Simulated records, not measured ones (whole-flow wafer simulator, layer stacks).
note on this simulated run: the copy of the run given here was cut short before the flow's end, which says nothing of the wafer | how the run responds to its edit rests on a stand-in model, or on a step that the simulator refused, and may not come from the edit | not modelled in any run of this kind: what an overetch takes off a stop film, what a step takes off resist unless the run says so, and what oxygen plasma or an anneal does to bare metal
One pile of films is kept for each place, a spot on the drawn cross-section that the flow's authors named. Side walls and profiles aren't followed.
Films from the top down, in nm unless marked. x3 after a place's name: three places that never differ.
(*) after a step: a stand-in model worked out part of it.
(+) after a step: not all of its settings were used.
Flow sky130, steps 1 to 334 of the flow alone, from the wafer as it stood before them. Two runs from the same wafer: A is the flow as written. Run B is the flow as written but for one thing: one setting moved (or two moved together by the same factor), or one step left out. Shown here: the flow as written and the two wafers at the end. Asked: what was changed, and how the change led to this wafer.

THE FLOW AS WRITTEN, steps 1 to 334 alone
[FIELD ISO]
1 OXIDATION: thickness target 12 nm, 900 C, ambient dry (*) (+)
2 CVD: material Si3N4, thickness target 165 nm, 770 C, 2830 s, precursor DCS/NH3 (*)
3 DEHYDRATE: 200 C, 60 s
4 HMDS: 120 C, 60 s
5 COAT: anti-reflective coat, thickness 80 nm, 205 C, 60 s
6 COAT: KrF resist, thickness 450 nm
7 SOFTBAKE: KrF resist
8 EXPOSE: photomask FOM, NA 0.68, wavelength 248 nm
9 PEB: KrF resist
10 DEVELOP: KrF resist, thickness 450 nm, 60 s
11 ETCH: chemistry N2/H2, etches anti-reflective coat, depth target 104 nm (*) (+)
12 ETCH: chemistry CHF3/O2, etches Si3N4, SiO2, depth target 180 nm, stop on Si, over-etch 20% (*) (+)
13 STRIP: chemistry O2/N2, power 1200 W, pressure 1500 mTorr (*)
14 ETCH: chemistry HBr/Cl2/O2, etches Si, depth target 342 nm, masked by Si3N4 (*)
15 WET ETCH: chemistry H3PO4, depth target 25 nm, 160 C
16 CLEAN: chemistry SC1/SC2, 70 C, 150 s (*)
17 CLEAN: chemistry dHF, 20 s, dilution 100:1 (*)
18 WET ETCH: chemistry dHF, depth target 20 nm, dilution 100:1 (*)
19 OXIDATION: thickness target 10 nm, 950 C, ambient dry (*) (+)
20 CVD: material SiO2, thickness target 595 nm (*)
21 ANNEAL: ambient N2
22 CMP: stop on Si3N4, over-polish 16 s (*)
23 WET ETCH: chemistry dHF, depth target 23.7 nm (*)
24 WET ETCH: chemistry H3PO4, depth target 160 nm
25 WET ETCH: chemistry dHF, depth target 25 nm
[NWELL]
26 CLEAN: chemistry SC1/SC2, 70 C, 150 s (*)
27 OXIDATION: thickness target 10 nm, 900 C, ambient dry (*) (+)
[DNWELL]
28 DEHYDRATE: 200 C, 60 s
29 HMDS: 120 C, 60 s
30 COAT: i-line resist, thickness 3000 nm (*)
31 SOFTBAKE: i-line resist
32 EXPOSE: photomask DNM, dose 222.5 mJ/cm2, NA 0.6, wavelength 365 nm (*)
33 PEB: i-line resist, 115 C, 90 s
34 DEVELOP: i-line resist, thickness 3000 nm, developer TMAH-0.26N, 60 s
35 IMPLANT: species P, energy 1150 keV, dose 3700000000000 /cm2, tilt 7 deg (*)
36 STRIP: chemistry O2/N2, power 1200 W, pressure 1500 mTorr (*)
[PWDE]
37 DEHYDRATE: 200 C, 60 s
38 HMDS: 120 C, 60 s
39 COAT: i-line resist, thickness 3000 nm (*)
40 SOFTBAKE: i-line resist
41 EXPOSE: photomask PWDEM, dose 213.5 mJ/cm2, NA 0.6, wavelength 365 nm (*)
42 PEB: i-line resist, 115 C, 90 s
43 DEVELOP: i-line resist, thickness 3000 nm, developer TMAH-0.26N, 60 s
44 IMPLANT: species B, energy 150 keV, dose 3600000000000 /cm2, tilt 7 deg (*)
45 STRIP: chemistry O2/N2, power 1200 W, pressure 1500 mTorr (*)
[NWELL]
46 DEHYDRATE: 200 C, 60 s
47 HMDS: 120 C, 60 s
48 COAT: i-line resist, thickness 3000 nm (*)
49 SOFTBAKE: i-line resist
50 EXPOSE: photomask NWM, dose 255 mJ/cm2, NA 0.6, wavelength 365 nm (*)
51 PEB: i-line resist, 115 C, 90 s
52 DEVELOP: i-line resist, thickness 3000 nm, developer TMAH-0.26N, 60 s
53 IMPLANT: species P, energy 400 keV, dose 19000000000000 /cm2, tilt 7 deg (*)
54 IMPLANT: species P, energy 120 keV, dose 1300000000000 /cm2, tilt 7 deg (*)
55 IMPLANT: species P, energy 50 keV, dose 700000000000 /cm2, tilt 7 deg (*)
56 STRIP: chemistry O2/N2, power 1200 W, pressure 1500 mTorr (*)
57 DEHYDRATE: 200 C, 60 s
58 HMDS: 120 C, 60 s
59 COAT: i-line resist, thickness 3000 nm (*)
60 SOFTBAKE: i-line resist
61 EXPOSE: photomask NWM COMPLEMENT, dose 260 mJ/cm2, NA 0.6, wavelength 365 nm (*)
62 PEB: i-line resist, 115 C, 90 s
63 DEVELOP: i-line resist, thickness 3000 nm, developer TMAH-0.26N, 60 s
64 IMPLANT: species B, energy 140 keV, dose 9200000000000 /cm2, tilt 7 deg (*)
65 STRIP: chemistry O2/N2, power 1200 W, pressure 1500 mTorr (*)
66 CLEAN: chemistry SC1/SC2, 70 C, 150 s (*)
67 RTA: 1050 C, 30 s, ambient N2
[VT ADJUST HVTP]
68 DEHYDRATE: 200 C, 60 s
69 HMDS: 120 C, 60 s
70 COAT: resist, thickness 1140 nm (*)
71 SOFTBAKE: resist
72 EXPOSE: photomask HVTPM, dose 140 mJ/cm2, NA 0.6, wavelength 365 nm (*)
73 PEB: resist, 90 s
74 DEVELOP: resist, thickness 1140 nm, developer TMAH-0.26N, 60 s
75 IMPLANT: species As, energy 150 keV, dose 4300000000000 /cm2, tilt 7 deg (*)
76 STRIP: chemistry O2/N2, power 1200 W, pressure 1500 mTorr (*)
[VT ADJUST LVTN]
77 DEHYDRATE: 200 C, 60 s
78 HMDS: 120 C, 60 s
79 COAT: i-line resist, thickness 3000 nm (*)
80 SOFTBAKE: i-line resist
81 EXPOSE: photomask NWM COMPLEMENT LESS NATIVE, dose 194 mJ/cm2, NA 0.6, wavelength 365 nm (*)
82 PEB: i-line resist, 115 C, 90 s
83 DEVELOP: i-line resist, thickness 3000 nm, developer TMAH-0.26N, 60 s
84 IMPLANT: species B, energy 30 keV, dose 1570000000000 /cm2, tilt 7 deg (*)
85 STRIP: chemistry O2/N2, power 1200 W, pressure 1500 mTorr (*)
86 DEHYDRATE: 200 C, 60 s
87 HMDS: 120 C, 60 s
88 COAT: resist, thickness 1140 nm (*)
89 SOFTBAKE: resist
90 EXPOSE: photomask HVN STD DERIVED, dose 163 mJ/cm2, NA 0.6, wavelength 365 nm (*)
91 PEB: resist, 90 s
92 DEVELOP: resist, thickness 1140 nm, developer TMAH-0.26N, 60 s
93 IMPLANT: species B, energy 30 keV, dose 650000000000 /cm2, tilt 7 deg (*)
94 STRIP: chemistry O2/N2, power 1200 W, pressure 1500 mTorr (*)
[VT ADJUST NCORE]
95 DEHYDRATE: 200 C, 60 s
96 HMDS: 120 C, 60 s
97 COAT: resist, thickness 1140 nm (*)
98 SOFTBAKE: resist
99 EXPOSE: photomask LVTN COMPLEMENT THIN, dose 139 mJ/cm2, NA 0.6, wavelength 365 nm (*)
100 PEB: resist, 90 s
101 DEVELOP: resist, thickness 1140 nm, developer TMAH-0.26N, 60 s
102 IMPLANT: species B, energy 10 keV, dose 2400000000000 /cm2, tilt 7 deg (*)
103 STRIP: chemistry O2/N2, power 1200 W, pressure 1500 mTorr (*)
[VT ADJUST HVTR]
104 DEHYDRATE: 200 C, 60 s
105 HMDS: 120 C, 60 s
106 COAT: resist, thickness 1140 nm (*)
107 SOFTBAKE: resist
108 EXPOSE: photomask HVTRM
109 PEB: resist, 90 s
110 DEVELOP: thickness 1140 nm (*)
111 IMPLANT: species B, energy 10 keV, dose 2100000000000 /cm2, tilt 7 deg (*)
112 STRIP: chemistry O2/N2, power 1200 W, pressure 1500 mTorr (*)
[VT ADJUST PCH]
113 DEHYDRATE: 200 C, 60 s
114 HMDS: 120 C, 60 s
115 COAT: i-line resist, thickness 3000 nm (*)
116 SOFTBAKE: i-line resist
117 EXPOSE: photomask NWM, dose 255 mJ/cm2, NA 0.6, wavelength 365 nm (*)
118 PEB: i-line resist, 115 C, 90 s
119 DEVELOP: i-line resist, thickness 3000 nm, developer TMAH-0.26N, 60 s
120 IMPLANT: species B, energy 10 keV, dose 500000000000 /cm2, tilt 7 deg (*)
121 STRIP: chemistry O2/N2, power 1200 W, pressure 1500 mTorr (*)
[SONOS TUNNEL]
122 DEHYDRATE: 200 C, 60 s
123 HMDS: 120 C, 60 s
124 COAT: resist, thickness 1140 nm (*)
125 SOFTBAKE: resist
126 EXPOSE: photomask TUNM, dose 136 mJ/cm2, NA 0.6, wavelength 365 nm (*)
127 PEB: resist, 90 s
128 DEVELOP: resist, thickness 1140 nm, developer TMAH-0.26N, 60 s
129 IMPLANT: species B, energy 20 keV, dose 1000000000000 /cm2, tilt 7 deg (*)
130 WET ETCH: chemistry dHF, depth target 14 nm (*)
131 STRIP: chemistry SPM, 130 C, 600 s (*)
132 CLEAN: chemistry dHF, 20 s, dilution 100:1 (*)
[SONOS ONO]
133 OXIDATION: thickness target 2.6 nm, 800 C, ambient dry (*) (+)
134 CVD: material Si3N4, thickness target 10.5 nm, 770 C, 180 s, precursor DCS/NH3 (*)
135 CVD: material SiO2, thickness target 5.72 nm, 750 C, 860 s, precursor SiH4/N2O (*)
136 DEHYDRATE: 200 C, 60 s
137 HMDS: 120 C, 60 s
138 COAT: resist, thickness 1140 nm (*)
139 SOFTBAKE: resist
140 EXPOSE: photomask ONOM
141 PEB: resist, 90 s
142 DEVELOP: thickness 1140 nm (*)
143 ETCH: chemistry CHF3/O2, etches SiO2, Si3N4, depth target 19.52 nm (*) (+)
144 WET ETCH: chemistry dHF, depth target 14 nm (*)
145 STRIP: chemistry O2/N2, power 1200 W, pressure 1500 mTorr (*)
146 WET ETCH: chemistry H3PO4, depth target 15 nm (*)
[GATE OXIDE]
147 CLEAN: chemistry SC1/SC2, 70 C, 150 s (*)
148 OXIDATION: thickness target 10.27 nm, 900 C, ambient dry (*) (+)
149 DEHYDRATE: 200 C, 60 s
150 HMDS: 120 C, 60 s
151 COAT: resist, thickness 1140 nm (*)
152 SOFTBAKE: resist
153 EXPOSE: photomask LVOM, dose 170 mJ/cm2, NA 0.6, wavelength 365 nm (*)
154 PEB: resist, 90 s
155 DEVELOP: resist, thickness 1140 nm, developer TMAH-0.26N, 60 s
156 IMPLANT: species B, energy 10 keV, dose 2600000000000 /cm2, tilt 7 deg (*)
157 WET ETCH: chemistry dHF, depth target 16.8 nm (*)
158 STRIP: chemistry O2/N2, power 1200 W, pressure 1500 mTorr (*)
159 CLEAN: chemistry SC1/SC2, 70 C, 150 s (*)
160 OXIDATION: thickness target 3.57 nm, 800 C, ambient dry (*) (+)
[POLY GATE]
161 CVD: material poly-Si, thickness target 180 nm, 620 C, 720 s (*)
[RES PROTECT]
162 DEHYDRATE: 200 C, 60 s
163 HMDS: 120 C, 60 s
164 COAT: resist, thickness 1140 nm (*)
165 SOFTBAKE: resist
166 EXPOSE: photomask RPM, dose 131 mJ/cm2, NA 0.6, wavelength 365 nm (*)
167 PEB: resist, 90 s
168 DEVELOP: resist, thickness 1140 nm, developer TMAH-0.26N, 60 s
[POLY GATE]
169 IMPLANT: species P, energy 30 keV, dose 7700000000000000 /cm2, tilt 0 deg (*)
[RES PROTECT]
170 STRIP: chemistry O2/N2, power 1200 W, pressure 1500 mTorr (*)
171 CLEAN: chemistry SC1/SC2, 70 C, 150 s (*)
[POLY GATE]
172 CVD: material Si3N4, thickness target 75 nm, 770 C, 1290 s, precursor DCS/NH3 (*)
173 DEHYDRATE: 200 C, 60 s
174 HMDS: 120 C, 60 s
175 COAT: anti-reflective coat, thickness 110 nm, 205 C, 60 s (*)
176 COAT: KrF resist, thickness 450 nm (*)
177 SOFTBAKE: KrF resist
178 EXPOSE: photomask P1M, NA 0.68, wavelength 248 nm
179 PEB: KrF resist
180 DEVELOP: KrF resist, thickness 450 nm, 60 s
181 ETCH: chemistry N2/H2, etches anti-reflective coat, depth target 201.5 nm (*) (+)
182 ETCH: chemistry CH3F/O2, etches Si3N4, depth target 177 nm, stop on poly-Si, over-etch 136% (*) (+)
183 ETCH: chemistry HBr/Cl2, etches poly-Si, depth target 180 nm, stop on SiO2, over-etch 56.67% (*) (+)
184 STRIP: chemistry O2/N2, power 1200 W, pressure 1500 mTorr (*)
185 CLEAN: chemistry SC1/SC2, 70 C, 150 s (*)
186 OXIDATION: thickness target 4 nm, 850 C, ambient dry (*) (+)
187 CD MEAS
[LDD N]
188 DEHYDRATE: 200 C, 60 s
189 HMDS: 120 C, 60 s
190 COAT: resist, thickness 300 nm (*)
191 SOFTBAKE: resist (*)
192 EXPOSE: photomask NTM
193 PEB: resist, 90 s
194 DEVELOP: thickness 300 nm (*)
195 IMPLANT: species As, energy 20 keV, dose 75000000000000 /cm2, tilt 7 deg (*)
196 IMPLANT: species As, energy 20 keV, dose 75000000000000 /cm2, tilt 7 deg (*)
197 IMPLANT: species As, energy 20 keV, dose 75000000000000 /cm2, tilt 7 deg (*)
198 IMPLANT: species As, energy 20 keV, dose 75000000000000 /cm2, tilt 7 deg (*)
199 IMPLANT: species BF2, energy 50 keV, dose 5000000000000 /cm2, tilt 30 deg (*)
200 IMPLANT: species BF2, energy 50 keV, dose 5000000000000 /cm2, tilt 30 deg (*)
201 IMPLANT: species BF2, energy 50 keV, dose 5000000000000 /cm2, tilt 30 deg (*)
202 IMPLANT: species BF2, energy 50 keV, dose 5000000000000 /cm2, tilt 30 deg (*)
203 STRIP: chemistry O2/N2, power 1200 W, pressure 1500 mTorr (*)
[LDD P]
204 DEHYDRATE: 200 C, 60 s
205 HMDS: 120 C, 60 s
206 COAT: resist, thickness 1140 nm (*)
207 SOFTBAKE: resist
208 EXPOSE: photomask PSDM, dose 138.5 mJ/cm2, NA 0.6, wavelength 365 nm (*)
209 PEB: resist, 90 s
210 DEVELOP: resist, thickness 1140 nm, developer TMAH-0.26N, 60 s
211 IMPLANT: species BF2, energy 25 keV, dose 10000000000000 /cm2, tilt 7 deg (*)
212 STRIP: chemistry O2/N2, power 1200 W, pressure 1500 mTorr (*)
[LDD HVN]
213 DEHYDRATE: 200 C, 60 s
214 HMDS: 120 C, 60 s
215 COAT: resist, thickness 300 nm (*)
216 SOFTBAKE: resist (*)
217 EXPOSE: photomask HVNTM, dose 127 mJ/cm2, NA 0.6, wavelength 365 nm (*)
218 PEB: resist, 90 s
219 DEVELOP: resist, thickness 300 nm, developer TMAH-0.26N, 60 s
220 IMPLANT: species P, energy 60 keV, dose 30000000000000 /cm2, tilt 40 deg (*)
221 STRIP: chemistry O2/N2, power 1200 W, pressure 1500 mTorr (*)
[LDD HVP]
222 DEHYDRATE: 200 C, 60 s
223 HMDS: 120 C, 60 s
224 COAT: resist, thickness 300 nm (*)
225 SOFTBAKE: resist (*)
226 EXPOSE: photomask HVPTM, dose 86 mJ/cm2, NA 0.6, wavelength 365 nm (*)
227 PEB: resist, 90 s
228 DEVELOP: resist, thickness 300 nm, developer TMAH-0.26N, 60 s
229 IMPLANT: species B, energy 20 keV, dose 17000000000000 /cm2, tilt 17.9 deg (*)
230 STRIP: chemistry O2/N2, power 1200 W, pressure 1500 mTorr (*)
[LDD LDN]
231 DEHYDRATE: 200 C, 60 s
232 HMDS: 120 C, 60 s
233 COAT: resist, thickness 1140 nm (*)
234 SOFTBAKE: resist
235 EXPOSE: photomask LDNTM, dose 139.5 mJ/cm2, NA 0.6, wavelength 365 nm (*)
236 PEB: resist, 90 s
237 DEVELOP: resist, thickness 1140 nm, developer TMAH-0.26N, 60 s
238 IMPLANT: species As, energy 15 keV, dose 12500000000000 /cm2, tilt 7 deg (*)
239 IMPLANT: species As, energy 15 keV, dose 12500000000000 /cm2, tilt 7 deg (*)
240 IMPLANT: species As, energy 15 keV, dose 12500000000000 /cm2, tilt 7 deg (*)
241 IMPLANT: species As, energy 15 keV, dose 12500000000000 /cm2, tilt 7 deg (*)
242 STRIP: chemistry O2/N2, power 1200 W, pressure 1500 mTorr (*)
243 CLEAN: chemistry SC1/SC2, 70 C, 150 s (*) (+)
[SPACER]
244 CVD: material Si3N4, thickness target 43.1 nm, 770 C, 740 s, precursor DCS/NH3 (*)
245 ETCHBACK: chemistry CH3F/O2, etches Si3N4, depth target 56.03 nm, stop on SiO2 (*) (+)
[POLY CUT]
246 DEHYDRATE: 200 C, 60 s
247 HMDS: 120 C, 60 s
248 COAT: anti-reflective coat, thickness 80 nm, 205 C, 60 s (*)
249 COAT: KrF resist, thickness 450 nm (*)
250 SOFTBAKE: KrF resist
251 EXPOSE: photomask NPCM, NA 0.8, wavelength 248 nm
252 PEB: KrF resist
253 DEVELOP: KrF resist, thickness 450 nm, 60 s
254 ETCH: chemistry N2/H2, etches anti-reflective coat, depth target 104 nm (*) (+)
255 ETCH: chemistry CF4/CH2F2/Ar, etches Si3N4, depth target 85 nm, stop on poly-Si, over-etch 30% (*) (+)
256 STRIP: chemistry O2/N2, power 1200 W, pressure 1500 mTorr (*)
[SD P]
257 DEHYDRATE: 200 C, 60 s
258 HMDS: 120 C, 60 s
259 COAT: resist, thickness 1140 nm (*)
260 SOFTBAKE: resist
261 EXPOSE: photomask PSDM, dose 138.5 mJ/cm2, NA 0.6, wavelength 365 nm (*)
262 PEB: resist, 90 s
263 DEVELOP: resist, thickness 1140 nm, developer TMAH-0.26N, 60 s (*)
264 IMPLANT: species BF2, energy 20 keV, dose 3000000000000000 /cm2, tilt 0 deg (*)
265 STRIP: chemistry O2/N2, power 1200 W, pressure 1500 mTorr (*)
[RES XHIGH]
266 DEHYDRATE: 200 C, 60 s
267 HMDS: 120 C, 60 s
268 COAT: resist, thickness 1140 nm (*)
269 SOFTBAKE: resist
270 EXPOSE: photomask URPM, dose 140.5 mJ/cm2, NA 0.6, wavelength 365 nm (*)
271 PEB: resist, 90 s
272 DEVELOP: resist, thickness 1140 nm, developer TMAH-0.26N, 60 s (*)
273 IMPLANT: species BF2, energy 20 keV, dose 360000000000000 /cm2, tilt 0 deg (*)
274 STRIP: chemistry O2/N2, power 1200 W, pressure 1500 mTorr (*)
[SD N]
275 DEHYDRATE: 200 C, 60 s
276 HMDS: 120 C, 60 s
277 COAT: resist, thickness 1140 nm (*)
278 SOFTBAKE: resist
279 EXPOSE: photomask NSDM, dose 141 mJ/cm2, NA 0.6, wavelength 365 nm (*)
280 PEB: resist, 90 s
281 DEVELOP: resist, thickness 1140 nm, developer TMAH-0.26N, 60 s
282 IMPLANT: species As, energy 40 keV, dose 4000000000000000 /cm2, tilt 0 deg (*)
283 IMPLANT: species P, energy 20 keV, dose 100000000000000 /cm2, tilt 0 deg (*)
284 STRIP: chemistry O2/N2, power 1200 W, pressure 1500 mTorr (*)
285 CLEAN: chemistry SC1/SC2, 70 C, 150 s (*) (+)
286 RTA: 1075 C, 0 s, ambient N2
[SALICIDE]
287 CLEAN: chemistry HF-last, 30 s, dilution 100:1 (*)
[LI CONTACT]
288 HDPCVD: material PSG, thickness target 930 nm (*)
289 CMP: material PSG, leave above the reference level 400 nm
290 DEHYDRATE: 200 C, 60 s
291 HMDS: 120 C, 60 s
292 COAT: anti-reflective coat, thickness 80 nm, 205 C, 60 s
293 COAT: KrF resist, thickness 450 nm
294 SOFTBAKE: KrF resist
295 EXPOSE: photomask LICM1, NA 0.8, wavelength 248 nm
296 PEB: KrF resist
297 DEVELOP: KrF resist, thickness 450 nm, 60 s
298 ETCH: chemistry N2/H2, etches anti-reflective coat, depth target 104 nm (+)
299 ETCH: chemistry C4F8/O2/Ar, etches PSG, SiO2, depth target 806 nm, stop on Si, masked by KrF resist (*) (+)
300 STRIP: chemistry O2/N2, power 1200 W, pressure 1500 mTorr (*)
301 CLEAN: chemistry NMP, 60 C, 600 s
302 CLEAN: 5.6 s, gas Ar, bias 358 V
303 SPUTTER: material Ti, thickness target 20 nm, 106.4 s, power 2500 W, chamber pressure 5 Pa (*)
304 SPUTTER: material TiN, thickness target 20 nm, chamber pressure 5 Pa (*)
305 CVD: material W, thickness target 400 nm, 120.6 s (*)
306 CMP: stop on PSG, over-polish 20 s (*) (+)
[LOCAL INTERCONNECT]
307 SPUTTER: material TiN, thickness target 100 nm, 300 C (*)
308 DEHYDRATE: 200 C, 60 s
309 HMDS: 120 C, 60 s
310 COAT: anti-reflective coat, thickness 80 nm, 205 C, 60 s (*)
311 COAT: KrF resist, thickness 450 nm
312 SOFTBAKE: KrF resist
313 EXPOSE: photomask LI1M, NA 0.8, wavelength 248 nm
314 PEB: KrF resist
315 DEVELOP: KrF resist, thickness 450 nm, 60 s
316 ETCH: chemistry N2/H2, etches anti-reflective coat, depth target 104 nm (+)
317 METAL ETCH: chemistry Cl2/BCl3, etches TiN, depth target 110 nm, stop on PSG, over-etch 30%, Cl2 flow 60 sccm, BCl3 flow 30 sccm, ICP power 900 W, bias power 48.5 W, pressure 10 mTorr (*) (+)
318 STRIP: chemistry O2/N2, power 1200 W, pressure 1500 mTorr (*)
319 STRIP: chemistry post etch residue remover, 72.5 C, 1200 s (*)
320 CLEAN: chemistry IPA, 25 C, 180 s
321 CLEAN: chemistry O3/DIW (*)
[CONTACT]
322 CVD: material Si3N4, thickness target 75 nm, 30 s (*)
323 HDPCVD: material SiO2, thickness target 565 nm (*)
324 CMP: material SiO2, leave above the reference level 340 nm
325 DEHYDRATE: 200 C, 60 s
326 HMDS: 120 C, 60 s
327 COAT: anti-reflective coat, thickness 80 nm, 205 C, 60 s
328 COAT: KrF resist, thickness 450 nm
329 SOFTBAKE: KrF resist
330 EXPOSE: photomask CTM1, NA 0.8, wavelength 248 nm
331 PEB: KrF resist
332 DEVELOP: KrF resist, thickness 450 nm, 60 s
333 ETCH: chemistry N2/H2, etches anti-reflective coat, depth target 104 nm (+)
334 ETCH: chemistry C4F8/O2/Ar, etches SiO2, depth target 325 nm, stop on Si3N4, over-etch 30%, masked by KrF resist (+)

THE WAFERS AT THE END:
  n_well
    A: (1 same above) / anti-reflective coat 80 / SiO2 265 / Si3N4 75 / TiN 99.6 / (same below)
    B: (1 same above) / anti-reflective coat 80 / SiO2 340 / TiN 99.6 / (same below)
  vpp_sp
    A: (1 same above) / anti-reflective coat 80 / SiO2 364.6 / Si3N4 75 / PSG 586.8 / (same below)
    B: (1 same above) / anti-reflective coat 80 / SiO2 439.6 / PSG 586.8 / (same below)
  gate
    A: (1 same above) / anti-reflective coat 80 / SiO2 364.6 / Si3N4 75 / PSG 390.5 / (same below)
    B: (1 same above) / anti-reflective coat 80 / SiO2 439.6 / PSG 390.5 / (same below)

The cause: step 322, CVD: material Si3N4, thickness target 75 nm, 30 s (*), was left out.

How the change led to this, step by step:
  324 CMP: material SiO2, leave above the reference level 340 nm
      n_well, p_well, gate_hv and 93 more: A SiO2 -300 | B SiO2 -225
      field, active, gate and 88 more: A SiO2 -200.4 | B SiO2 -125.4
      (and at 4 more places)
  334 ETCH: chemistry C4F8/O2/Ar, etches SiO2, depth target 325 nm, stop on Si3N4, over-etch 30%, masked by KrF resist (+)
      poly_licon, ndiff_licon, ndiff_licon_cpp, rpo_hd_licon: A SiO2 -264.9 (all of it) | B SiO2 -325
